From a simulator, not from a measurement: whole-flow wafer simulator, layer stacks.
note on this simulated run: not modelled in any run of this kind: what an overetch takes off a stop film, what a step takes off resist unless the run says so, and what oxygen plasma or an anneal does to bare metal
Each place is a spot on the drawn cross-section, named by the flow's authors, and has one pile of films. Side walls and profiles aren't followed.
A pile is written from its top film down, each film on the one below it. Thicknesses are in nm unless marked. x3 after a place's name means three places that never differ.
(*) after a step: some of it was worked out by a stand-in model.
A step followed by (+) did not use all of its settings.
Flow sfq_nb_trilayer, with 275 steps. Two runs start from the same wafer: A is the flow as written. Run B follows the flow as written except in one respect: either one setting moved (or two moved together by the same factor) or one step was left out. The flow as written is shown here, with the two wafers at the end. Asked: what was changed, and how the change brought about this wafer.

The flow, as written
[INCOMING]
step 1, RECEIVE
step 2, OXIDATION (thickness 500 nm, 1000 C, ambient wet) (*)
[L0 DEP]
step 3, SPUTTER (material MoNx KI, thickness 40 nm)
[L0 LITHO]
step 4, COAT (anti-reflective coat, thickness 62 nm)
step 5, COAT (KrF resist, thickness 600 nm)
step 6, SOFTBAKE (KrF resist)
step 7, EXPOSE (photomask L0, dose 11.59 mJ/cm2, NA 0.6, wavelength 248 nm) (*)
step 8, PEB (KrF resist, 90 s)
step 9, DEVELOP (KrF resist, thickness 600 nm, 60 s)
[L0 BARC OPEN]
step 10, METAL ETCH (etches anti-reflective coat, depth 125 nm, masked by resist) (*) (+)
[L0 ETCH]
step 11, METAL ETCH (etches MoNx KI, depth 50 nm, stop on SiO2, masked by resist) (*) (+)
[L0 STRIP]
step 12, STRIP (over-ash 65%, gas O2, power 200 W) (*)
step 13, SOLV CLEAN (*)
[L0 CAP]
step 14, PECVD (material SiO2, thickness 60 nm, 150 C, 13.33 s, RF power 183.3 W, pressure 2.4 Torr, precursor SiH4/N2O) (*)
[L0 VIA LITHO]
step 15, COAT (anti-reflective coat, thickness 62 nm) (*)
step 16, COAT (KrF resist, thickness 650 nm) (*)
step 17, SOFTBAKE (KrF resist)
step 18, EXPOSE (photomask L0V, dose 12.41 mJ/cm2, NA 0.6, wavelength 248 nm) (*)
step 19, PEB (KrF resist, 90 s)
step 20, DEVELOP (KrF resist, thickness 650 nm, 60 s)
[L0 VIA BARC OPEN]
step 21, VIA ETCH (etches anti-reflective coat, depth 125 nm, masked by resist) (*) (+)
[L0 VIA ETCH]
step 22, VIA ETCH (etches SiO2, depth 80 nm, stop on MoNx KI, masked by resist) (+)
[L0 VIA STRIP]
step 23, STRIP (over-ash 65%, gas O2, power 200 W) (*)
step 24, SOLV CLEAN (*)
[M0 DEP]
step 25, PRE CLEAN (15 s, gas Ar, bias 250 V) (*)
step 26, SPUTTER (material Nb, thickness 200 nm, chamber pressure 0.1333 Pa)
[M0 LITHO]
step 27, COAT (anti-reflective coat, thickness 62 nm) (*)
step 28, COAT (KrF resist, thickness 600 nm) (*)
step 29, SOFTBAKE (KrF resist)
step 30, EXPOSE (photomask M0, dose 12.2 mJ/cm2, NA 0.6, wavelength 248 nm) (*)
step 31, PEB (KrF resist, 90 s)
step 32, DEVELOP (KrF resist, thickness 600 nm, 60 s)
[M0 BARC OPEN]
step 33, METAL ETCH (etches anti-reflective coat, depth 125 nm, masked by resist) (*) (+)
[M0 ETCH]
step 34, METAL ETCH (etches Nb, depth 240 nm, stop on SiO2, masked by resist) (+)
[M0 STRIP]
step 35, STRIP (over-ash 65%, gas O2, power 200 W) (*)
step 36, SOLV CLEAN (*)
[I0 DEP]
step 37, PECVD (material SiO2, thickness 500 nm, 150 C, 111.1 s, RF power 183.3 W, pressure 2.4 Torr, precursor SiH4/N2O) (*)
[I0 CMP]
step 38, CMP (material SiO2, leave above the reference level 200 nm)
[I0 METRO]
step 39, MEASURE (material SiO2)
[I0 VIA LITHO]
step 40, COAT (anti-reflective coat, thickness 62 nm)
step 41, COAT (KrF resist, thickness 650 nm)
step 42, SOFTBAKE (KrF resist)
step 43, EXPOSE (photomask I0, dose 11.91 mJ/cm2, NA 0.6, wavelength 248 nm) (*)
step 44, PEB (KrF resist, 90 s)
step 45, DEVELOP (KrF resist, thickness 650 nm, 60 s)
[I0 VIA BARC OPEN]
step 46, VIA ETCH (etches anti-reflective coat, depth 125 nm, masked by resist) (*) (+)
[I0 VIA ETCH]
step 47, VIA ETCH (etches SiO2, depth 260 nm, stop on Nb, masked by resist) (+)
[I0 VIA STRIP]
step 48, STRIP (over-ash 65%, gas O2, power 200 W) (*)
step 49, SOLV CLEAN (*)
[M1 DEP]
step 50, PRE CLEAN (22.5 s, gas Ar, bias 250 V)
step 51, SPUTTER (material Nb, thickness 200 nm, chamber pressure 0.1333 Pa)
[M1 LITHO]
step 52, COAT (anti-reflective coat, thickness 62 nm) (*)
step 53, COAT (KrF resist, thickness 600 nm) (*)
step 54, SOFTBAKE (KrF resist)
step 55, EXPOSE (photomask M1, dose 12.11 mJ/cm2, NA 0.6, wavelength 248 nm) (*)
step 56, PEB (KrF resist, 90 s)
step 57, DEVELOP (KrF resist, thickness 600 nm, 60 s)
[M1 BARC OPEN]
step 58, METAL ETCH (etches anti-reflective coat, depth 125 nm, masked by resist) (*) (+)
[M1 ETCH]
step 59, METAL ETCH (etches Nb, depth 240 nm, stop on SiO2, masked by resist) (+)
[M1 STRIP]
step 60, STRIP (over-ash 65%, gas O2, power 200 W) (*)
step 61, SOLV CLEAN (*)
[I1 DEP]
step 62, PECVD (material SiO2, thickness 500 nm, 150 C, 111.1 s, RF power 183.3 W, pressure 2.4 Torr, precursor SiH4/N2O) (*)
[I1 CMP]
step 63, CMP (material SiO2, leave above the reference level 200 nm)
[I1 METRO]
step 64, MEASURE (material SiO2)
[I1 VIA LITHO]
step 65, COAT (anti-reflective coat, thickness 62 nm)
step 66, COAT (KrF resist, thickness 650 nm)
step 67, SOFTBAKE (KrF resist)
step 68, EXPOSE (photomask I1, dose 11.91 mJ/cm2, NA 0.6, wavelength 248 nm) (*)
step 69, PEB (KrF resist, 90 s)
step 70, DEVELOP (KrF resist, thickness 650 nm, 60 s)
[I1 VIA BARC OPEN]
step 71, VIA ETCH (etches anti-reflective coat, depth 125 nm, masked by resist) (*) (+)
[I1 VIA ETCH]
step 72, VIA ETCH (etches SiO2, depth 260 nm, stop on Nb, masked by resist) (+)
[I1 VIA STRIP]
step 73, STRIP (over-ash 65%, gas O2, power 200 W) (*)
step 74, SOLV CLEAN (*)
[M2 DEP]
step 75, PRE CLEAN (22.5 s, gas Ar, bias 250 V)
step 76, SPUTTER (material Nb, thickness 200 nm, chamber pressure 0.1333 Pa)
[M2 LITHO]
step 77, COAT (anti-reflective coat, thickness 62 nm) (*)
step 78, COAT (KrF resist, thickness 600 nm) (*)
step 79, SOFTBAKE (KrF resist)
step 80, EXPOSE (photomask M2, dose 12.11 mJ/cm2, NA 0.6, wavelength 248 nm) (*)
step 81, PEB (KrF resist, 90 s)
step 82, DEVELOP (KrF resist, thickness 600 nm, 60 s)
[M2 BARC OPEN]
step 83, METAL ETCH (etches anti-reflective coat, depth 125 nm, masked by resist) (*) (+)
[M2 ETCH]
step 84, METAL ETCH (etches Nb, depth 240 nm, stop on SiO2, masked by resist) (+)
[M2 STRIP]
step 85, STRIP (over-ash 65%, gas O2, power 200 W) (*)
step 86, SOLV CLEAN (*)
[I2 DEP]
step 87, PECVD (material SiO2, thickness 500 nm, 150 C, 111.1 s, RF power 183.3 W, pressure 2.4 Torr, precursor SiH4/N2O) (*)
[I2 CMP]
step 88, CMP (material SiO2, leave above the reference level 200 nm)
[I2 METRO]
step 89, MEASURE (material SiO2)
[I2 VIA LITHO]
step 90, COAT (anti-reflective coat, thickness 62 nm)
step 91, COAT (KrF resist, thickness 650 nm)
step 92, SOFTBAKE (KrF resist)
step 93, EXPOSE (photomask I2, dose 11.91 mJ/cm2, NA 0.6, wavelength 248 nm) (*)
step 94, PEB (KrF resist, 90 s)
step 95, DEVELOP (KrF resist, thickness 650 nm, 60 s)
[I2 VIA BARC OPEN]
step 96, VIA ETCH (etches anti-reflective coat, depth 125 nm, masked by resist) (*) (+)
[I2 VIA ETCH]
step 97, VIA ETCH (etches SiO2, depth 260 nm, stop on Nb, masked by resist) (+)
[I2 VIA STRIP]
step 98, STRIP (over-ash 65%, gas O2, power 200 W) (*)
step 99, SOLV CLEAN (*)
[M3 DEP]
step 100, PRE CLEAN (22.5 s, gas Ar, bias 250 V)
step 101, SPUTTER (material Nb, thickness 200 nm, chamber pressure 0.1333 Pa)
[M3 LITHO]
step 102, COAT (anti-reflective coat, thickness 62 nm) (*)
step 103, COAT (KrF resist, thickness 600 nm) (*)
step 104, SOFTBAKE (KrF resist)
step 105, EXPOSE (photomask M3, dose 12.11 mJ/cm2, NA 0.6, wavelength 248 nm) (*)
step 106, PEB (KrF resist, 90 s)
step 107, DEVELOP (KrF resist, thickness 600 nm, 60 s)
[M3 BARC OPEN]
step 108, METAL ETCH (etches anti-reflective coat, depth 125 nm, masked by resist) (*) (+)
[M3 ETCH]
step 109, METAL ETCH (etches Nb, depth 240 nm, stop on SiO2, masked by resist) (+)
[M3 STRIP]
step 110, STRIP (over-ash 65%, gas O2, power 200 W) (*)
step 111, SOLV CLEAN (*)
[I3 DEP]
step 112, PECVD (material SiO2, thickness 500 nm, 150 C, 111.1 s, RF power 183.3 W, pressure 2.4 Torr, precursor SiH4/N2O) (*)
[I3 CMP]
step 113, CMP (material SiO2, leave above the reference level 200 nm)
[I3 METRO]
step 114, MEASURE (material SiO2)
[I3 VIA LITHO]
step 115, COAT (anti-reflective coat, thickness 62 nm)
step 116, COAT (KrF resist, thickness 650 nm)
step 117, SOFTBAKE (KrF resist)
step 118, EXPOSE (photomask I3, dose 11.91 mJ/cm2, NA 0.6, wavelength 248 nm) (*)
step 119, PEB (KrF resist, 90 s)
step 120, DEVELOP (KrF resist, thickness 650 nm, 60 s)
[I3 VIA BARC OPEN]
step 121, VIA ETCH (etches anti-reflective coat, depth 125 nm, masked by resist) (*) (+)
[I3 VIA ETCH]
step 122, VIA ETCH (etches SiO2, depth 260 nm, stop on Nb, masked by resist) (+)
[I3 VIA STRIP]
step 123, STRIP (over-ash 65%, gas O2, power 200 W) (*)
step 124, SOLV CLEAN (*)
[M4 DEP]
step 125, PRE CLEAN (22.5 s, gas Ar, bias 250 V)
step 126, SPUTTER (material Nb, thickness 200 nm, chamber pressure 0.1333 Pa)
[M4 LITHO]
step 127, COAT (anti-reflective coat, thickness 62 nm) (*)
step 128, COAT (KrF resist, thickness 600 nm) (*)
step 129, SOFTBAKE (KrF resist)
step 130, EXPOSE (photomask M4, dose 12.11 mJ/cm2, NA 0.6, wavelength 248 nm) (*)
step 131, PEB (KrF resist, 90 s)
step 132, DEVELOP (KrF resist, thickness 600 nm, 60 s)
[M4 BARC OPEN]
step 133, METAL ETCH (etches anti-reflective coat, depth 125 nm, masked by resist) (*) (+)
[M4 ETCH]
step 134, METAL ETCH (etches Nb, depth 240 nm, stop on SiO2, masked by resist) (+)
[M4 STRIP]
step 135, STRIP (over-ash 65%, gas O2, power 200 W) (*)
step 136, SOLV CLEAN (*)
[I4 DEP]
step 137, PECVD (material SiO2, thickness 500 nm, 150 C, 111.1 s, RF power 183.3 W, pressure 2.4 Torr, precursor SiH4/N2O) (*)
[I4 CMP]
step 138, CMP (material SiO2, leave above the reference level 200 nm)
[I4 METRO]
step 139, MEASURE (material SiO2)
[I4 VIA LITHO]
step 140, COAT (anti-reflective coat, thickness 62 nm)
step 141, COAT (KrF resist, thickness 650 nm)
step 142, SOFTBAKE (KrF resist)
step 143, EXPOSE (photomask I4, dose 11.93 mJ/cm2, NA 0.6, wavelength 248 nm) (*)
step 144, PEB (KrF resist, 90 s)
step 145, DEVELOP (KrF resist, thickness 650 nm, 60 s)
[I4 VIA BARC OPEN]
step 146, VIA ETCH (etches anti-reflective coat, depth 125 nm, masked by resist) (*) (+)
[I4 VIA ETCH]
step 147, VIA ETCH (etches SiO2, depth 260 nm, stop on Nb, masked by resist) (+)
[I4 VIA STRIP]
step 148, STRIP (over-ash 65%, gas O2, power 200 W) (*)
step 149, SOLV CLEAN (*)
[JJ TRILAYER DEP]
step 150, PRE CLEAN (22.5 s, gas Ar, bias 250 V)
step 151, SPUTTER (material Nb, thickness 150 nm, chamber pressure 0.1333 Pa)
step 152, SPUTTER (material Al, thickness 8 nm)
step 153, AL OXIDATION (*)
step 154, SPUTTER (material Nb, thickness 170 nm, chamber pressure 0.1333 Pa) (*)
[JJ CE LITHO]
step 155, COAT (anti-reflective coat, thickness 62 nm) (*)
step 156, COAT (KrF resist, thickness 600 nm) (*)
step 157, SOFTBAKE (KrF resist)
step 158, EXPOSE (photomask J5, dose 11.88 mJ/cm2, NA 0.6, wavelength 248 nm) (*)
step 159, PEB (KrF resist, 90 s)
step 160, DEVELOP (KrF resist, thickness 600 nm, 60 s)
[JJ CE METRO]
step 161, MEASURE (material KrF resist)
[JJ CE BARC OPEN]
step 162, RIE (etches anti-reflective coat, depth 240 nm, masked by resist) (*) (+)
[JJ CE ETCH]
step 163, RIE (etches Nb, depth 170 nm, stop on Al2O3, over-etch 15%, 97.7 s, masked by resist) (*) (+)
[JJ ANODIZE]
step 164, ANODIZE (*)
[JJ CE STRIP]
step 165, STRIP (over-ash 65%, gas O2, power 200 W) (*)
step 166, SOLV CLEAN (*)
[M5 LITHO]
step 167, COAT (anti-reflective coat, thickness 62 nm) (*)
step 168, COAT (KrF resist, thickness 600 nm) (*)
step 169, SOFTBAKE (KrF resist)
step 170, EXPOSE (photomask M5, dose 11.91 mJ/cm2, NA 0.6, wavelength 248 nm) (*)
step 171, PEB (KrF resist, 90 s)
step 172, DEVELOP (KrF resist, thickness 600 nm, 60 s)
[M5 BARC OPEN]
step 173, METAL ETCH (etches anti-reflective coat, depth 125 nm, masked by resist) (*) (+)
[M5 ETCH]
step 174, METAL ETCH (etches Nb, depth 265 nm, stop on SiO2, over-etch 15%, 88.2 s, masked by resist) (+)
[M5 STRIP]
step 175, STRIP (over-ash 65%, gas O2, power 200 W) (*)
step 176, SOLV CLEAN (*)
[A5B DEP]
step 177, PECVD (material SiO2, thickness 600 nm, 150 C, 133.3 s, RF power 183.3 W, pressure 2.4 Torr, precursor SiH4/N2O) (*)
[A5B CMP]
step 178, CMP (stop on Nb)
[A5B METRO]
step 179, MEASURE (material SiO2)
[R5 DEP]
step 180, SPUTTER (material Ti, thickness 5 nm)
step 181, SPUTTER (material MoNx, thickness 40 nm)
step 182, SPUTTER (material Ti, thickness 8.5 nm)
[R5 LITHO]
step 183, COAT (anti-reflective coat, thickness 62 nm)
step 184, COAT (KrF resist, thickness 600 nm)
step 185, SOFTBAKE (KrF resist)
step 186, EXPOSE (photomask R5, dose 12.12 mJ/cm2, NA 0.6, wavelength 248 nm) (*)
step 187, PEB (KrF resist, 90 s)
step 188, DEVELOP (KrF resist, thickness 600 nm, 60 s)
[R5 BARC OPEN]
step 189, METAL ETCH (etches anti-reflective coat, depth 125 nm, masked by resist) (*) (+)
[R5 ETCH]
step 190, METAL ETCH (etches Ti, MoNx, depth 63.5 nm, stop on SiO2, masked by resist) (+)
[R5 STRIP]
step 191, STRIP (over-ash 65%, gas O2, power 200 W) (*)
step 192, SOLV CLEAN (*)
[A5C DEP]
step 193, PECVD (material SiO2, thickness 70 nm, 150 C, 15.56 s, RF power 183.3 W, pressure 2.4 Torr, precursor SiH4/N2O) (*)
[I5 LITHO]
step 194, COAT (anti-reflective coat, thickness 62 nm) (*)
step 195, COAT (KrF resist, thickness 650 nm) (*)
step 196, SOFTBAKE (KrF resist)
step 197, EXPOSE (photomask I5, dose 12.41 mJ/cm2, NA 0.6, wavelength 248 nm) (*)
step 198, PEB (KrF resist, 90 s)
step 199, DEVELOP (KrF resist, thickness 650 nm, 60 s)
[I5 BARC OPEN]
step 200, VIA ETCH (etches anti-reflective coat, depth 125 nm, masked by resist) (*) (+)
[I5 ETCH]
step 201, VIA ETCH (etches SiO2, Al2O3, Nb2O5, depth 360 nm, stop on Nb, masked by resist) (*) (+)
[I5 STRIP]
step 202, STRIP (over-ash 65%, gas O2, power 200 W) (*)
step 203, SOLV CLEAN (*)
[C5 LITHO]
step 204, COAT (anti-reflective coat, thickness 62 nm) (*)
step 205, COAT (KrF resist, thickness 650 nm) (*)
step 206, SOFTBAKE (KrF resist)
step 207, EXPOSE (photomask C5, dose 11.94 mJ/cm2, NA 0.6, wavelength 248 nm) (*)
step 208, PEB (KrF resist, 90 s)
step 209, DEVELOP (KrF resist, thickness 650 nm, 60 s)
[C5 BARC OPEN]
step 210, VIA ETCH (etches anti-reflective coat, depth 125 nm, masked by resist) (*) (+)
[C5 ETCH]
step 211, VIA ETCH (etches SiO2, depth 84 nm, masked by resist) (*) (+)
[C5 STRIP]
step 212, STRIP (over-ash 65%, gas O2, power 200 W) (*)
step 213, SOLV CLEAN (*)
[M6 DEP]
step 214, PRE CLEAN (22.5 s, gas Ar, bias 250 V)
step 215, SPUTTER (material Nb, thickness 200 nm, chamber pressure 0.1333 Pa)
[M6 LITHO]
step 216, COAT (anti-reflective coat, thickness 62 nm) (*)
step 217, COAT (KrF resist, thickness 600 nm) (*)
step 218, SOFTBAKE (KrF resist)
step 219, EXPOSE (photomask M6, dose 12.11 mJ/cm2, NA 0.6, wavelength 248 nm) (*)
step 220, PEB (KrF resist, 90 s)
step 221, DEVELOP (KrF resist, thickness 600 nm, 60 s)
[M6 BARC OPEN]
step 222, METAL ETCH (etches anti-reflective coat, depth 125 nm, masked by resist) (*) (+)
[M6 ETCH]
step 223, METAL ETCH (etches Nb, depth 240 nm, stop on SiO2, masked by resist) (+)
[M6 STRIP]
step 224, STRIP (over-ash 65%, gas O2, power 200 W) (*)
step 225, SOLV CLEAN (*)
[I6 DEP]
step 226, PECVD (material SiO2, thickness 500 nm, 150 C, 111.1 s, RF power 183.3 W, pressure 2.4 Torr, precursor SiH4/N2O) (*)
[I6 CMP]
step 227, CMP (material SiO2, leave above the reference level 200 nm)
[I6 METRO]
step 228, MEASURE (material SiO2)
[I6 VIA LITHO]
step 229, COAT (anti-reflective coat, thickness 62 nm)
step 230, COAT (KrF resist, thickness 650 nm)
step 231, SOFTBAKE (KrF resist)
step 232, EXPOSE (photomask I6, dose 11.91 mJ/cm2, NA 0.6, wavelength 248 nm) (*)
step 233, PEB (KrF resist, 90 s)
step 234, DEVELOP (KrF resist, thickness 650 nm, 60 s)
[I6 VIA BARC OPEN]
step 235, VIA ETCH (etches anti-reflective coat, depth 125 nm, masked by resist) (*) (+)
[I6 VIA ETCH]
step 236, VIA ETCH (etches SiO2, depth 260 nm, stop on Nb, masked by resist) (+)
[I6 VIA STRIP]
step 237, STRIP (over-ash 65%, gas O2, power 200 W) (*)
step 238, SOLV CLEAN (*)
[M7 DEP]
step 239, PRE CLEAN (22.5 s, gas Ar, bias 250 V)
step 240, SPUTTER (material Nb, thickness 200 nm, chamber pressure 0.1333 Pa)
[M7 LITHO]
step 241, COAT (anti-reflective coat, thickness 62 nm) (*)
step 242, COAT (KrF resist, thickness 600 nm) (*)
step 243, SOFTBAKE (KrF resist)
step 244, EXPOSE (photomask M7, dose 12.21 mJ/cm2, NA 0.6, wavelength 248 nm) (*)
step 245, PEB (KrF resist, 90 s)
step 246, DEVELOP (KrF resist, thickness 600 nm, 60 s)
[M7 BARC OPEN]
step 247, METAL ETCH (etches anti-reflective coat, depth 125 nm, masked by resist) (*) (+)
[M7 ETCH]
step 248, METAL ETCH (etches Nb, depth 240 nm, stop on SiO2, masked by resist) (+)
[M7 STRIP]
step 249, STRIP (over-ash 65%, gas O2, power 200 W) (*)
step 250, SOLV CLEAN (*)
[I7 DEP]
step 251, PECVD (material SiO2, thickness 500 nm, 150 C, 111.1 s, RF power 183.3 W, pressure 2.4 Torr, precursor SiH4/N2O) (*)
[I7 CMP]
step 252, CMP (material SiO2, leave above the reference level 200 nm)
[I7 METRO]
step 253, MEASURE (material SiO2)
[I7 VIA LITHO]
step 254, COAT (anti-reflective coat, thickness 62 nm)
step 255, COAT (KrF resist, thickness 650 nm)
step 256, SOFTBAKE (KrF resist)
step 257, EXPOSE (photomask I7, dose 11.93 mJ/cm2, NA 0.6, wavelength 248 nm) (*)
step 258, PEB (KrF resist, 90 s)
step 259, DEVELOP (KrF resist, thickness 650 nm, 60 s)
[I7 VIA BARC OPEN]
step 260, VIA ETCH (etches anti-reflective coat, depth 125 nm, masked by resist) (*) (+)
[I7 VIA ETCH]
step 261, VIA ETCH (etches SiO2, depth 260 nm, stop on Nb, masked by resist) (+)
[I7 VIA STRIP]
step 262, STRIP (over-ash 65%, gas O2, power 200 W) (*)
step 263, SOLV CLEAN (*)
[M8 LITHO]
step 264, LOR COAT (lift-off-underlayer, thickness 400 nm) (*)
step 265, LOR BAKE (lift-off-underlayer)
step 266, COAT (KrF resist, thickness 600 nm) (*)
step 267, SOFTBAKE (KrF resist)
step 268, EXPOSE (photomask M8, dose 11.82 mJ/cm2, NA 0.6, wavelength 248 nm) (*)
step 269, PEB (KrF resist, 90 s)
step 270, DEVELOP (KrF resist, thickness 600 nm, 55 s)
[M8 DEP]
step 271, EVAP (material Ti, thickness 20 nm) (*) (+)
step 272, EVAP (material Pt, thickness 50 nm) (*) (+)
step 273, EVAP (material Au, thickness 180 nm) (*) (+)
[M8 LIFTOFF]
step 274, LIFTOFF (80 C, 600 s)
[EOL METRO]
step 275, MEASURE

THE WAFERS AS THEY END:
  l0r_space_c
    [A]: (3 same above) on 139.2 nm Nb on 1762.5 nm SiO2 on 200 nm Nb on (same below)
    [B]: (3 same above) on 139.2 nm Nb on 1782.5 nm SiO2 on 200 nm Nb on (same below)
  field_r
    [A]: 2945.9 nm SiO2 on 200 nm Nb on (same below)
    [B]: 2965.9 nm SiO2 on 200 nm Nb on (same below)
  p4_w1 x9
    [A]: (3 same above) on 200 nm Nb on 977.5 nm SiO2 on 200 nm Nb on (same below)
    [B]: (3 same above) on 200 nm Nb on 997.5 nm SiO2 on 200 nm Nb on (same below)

The reason: step 76, SPUTTER: thickness 220 nm was run, though the flow has thickness 200 nm.

The path from the change to this, step by step:
  step 76, SPUTTER (material Nb, thickness 200 nm, chamber pressure 0.1333 Pa)
      field_l, v_sur, via_wl and 102 more: A +200 Nb (new film) | B +220 Nb (new film)
      via_v: A +174.5 Nb | B +192.2 Nb
  step 84, METAL ETCH (etches Nb, depth 240 nm, stop on SiO2, masked by resist) (+)
      field_l, be, be_sur and 81 more: A -200 Nb (all of it) | B -220 Nb (all of it)
  step 88, CMP (material SiO2, leave above the reference level 200 nm)
      field_l, be, be_sur and 81 more: A -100 SiO2 | B -80 SiO2
